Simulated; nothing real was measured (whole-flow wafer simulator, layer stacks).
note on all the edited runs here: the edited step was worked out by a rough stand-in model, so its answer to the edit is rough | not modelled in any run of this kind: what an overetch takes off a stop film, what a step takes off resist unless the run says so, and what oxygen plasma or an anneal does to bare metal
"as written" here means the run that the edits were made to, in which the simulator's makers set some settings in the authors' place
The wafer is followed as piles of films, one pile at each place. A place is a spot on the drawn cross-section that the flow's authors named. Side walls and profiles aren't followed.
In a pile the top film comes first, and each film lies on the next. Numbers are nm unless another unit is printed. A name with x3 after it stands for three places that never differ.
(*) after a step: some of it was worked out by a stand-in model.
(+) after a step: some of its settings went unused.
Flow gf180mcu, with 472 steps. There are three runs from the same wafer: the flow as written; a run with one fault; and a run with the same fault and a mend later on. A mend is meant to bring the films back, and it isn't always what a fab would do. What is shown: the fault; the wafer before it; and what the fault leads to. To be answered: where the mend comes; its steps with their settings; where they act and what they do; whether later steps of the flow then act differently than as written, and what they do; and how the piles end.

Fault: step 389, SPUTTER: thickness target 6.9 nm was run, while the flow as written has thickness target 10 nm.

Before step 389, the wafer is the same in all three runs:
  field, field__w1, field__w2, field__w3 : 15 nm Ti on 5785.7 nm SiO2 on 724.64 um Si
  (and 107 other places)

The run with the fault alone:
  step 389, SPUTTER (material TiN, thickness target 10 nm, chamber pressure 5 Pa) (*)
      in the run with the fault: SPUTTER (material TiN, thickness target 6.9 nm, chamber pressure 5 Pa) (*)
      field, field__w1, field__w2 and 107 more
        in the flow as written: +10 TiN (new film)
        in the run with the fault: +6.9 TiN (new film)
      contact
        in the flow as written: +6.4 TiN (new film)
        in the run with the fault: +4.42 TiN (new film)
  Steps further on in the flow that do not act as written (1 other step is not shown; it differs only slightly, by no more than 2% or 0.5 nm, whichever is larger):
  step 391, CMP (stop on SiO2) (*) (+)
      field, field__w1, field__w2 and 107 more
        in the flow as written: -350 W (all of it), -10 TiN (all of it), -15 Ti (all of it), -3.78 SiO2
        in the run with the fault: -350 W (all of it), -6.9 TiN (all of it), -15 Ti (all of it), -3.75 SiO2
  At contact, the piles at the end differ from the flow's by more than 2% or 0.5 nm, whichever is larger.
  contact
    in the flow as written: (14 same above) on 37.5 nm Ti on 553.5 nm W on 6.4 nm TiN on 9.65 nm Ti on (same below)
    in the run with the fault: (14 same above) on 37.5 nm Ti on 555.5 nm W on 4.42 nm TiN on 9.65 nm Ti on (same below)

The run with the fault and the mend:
  After step 389 comes the mend.
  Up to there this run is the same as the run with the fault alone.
  step 389a, SPUTTER (material TiN, thickness target 3.1 nm, chamber pressure 5 Pa) (*) (the flow's step 389 again, with other settings)
      field, field__w1, field__w2 and 107 more
        +3.1 TiN
      contact
        +1.98 TiN
  Every later step of the flow that is run acts as written at every place that is followed.
  The piles end the same as the flow's at every place that both follow.
